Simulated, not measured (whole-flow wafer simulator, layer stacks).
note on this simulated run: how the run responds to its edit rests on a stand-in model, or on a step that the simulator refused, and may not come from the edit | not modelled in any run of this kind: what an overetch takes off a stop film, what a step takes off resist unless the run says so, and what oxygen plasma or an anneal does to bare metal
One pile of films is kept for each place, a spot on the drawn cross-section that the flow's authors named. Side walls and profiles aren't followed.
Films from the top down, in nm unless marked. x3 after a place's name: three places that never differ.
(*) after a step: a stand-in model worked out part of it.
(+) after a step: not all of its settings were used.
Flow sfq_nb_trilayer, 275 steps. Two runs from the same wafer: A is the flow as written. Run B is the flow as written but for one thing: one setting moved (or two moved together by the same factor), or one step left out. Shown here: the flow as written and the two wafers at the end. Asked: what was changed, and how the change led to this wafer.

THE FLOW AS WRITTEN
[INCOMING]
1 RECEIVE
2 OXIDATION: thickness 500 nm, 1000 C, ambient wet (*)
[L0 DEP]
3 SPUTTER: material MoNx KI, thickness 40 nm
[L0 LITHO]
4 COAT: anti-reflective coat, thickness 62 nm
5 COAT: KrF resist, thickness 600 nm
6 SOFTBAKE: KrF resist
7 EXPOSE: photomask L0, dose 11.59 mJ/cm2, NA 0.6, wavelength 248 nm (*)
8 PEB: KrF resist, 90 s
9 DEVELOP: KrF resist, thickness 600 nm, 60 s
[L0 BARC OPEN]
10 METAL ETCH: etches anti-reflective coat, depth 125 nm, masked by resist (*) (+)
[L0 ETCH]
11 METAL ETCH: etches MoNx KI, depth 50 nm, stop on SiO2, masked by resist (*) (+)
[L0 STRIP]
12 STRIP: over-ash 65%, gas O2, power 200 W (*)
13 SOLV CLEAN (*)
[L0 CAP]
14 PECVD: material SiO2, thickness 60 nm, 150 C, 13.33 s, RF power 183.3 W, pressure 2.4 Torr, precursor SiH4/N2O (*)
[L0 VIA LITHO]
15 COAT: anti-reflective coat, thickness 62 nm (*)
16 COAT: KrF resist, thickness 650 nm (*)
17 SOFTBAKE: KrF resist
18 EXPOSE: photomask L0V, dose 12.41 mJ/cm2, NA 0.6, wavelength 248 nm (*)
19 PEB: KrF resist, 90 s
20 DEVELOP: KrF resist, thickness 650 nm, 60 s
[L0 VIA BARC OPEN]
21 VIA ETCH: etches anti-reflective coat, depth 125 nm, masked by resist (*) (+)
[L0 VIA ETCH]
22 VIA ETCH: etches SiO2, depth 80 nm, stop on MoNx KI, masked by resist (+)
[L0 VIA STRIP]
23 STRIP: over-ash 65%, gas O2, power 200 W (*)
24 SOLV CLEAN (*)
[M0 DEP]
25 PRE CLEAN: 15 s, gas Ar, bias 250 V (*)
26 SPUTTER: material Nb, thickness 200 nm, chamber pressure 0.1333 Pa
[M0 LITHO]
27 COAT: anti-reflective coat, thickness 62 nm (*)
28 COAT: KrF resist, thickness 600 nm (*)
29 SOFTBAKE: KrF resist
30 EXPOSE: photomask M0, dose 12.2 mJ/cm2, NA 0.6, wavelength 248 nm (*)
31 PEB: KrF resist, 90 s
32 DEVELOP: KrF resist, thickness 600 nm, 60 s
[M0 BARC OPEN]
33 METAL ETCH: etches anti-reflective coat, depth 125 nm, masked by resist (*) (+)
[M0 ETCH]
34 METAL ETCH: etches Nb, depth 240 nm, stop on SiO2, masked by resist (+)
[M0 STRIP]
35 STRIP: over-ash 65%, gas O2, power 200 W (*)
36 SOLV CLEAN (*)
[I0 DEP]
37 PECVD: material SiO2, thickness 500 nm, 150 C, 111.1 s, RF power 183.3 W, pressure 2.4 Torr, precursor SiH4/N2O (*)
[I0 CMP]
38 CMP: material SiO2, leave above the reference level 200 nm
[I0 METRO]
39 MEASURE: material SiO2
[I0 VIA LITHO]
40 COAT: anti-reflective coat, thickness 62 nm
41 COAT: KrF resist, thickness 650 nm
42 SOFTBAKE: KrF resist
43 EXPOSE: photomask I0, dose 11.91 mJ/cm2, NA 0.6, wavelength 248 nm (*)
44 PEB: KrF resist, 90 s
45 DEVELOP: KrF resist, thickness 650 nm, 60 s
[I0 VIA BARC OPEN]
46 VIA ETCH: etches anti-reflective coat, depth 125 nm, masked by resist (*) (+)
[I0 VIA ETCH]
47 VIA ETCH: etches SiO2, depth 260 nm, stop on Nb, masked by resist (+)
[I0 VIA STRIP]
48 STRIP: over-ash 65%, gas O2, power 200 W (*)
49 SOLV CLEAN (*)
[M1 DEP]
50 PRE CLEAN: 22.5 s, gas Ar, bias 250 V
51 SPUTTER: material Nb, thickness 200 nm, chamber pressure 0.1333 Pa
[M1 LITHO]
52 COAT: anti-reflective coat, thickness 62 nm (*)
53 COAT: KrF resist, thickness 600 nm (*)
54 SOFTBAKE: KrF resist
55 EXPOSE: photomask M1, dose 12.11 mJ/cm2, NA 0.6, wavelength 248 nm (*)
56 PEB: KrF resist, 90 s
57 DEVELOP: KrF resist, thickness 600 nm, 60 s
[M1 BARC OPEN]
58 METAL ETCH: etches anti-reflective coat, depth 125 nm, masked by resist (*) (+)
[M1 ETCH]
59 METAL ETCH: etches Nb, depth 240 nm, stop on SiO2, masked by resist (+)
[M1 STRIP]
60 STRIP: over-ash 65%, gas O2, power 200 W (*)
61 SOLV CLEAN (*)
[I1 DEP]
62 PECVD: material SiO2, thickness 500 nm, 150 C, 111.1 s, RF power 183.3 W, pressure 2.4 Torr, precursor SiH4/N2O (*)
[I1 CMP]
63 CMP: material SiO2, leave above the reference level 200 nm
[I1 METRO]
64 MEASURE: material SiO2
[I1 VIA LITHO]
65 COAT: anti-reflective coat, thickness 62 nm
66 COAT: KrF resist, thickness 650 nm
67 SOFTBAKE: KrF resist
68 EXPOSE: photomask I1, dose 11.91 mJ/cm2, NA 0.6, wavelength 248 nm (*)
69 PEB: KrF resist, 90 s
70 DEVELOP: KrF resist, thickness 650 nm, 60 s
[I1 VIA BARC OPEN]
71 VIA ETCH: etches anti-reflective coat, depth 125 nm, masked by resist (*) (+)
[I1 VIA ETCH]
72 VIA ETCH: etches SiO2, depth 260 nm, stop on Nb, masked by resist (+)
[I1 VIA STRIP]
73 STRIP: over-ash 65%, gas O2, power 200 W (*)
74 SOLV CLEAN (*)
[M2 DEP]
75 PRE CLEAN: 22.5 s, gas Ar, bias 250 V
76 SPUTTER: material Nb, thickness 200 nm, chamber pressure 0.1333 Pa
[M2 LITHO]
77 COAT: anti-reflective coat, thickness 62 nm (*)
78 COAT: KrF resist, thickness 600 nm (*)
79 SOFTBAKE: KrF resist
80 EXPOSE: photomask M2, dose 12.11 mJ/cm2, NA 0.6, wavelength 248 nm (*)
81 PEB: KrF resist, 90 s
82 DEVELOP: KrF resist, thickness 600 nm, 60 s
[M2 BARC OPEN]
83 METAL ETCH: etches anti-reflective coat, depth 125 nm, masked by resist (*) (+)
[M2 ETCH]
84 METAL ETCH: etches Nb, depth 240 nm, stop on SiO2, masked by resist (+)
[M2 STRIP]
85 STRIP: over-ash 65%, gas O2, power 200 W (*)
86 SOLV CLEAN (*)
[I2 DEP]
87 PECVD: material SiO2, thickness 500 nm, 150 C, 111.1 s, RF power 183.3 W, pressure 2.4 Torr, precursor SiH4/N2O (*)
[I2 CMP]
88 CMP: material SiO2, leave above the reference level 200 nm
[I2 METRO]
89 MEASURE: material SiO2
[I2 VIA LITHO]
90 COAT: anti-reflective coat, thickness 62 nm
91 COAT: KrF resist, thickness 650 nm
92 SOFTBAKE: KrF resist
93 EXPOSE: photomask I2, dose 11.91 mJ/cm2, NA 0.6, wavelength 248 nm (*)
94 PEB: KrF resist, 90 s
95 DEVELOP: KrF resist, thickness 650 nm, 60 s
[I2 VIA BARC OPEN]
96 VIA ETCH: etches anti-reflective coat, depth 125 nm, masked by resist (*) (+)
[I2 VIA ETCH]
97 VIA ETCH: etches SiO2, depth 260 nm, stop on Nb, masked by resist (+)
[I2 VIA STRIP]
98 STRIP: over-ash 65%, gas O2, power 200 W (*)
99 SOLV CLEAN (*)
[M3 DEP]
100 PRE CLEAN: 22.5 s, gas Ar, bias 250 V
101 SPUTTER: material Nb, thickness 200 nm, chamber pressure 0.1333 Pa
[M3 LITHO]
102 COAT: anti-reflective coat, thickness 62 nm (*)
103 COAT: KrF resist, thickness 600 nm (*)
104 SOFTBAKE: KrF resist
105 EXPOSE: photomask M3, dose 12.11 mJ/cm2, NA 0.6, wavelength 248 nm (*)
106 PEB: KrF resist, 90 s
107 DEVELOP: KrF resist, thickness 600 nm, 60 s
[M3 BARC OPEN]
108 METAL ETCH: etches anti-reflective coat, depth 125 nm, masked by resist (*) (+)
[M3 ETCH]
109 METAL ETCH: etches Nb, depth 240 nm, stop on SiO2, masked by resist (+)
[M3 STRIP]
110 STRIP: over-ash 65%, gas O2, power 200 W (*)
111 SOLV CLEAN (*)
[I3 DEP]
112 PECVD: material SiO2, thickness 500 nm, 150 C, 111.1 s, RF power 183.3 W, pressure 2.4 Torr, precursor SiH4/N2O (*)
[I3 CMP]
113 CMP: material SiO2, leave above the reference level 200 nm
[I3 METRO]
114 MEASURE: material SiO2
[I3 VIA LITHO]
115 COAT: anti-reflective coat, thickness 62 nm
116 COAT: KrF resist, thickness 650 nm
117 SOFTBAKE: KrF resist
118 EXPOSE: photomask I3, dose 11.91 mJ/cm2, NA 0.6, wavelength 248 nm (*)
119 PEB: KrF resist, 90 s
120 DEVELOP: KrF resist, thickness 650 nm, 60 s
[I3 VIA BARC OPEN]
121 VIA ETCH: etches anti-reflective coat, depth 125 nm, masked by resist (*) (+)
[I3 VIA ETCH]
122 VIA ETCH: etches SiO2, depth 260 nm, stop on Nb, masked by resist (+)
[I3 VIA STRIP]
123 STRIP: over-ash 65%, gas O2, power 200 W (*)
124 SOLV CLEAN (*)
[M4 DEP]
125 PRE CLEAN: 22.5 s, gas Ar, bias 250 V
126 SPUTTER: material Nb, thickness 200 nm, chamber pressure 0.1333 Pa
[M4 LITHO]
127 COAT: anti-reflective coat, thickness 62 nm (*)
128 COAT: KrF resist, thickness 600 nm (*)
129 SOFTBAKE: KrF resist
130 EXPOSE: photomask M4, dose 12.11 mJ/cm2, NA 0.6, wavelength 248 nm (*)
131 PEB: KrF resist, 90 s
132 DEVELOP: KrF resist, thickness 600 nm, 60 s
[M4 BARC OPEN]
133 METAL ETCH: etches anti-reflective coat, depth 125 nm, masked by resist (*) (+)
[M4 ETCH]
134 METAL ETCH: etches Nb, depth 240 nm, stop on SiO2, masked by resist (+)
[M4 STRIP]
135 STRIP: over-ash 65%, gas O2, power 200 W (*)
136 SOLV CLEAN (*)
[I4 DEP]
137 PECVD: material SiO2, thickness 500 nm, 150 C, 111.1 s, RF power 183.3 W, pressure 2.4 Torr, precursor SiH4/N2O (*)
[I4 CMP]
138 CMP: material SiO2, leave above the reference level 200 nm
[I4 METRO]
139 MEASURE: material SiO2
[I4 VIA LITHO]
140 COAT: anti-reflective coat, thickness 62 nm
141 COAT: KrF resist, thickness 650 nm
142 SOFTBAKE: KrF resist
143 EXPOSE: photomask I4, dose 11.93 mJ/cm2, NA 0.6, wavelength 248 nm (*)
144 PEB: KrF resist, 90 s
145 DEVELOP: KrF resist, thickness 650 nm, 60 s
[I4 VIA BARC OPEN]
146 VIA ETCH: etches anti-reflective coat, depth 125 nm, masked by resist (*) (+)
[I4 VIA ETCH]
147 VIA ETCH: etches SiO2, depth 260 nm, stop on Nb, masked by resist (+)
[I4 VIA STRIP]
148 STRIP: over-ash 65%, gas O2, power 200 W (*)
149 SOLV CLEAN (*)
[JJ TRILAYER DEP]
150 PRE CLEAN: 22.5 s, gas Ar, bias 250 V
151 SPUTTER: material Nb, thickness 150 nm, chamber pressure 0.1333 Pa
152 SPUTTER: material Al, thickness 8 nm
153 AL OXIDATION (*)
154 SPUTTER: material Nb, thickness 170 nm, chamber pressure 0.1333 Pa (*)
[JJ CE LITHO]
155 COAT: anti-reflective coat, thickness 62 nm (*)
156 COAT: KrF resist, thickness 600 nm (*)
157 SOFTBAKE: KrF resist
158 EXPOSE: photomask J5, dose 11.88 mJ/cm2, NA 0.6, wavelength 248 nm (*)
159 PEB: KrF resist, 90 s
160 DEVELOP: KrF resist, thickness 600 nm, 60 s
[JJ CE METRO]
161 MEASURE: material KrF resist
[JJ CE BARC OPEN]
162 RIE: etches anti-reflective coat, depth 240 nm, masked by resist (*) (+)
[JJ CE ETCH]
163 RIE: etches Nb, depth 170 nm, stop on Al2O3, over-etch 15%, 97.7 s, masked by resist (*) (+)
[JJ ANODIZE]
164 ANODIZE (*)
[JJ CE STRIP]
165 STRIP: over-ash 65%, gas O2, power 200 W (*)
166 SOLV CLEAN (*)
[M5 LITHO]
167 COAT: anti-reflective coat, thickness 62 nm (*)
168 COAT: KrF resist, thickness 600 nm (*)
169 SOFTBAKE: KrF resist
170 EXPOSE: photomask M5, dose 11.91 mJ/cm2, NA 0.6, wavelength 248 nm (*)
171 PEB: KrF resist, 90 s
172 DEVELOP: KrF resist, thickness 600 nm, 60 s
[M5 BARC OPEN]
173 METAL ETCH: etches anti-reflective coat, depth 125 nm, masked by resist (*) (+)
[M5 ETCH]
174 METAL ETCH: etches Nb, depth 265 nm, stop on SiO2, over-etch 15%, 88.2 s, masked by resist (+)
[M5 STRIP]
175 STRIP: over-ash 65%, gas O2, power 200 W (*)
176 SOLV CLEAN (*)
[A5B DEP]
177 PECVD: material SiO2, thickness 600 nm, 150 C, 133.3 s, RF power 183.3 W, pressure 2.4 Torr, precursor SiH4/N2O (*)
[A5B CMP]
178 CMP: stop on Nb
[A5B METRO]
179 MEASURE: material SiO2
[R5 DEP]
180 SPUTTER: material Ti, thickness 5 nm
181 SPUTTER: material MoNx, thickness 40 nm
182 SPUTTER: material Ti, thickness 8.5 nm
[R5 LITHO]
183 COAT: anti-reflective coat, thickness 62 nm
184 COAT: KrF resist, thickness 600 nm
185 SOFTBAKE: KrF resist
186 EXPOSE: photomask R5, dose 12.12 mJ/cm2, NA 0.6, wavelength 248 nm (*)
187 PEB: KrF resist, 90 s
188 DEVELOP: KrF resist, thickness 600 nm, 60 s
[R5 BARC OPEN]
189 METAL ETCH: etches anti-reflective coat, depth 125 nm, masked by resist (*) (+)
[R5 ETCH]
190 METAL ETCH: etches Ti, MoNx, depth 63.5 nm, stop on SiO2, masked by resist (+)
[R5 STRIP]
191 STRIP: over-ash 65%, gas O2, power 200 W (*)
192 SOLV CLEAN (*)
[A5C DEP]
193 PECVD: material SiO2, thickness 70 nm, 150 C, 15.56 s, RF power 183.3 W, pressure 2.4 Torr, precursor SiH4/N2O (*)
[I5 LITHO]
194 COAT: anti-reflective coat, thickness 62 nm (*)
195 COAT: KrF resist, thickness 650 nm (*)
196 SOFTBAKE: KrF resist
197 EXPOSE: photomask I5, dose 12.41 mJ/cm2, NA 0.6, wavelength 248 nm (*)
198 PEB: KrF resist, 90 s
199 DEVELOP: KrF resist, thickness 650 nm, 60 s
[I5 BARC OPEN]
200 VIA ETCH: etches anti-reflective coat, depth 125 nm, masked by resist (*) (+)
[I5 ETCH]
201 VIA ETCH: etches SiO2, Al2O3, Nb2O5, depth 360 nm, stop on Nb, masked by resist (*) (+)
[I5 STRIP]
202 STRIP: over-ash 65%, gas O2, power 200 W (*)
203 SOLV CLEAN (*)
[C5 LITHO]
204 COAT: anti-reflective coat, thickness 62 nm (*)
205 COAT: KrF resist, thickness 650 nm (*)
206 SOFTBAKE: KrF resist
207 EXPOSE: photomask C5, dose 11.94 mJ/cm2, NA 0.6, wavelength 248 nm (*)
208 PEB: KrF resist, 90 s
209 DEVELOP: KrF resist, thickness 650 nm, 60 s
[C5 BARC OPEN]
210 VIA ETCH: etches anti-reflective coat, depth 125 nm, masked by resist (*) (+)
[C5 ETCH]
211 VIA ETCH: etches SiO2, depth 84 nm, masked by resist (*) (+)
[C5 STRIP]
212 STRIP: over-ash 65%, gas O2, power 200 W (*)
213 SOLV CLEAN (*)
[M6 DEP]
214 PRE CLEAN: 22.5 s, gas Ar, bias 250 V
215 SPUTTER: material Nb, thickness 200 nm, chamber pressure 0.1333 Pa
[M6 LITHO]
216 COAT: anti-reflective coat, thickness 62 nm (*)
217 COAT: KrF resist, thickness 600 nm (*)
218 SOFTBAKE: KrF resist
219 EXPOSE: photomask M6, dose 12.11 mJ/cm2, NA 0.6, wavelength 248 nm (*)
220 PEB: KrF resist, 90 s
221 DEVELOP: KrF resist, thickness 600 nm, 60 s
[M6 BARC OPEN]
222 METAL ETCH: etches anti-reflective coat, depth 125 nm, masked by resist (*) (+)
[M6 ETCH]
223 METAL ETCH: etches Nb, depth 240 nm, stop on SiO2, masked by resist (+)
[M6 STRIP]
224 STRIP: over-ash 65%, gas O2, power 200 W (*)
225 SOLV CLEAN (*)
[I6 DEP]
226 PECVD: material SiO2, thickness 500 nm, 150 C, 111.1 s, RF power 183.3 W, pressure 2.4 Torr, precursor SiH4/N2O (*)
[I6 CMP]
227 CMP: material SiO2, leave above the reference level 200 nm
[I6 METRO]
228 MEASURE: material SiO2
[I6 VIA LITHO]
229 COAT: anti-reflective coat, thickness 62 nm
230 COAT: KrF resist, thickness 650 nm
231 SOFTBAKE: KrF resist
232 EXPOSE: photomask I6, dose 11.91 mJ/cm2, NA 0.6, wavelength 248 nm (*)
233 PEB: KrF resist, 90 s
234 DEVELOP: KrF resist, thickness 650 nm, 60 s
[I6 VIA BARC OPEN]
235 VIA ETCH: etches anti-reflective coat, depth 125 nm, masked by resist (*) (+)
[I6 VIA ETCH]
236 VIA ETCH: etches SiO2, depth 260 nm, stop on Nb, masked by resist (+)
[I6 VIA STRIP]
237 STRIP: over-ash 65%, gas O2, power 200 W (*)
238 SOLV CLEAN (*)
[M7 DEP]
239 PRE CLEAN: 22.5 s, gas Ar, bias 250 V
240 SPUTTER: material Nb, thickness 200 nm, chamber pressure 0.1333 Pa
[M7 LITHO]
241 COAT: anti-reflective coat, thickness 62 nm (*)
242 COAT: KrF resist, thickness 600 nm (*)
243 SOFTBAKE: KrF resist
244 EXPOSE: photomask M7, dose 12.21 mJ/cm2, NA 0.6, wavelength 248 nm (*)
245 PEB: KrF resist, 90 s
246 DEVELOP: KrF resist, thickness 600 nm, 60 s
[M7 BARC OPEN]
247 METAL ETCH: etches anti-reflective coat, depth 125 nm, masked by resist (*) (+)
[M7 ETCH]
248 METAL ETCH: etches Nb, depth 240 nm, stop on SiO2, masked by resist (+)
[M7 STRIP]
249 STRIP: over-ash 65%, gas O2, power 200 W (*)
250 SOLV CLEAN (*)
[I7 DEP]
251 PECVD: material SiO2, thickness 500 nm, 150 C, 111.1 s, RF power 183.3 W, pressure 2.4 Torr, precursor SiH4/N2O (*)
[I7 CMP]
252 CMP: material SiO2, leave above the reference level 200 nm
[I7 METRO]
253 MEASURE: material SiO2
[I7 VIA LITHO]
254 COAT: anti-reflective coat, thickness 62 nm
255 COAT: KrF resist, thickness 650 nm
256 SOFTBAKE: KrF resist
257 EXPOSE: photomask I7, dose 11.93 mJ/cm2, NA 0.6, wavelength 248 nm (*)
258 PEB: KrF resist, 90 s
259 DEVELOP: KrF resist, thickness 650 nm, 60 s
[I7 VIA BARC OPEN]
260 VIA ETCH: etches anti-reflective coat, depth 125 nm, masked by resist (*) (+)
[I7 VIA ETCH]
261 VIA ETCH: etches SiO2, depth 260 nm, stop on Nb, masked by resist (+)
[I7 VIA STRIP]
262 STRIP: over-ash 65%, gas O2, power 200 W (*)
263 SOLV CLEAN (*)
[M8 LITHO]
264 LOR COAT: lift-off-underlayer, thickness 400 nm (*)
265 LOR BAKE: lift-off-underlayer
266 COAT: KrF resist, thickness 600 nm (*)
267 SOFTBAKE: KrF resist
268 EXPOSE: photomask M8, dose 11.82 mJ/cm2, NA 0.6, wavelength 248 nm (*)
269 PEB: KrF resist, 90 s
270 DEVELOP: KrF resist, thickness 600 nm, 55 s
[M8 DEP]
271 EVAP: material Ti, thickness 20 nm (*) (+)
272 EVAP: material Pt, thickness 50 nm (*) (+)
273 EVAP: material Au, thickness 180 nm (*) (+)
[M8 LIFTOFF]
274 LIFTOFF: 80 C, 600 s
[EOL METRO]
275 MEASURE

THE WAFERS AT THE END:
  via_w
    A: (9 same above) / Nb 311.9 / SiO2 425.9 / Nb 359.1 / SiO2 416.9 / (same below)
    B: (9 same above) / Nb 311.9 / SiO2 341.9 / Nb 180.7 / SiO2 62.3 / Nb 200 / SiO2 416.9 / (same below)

The cause: step 97, VIA ETCH: depth 130 nm was run, where the flow has depth 260 nm.

How the change led to this, step by step:
  97 VIA ETCH: etches SiO2, depth 260 nm, stop on Nb, masked by resist (+)
      via_w: A SiO2 -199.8 (all of it) | B SiO2 -130
      field_l, v_sur, via_wl and 102 more: A KrF resist -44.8 | B KrF resist -22.4
  98 STRIP: over-ash 65%, gas O2, power 200 W (*)
      field_l, v_sur, via_wl and 102 more: A KrF resist -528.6 (all of it), anti-reflective coat -62 (all of it) | B KrF resist -551 (all of it), anti-reflective coat -62 (all of it)
  100 PRE CLEAN: 22.5 s, gas Ar, bias 250 V
      via_w: A Nb -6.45 | B SiO2 -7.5
  101 SPUTTER: material Nb, thickness 200 nm, chamber pressure 0.1333 Pa
      via_w: A Nb +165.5 | B Nb +180.7 (new film)
  102 COAT: anti-reflective coat, thickness 62 nm (*)
      via_wl, via_wr: A anti-reflective coat +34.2 (new film) | B anti-reflective coat +36.2 (new film)
      via_w: A anti-reflective coat +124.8 (new film) | B anti-reflective coat +108.9 (new film)
  103 COAT: KrF resist, thickness 600 nm (*)
      via_w: A KrF resist +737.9 (new film) | B KrF resist +680.9 (new film)
  110 STRIP: over-ash 65%, gas O2, power 200 W (*)
      via_wl, via_wr: A KrF resist -384.2 (all of it), anti-reflective coat -34.2 (all of it) | B KrF resist -390.8 (all of it), anti-reflective coat -36.2 (all of it)
      via_w: A KrF resist -520 (all of it), anti-reflective coat -124.8 (all of it) | B KrF resist -463.1 (all of it), anti-reflective coat -108.9 (all of it)
  112 PECVD: material SiO2, thickness 500 nm, 150 C, 111.1 s, RF power 183.3 W, pressure 2.4 Torr, precursor SiH4/N2O (*)
      via_w: A SiO2 +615 (new film) | B SiO2 +506.5 (new film)
  113 CMP: material SiO2, leave above the reference level 200 nm
      via_w: A SiO2 -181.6 | B SiO2 -157.1
Counting metal films that touch as one body, via_w has 6 bodies (between them, from the top down: SiO2 192.5; SiO2 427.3 / Al2O3 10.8 / Nb2O5 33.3; SiO2 341.9; SiO2 62.3; SiO2 416.9); the flow as written gives 5 bodies (between them, from the top down: SiO2 192.5; SiO2 427.3 / Al2O3 10.8 / Nb2O5 33.3; SiO2 425.9; SiO2 416.9).
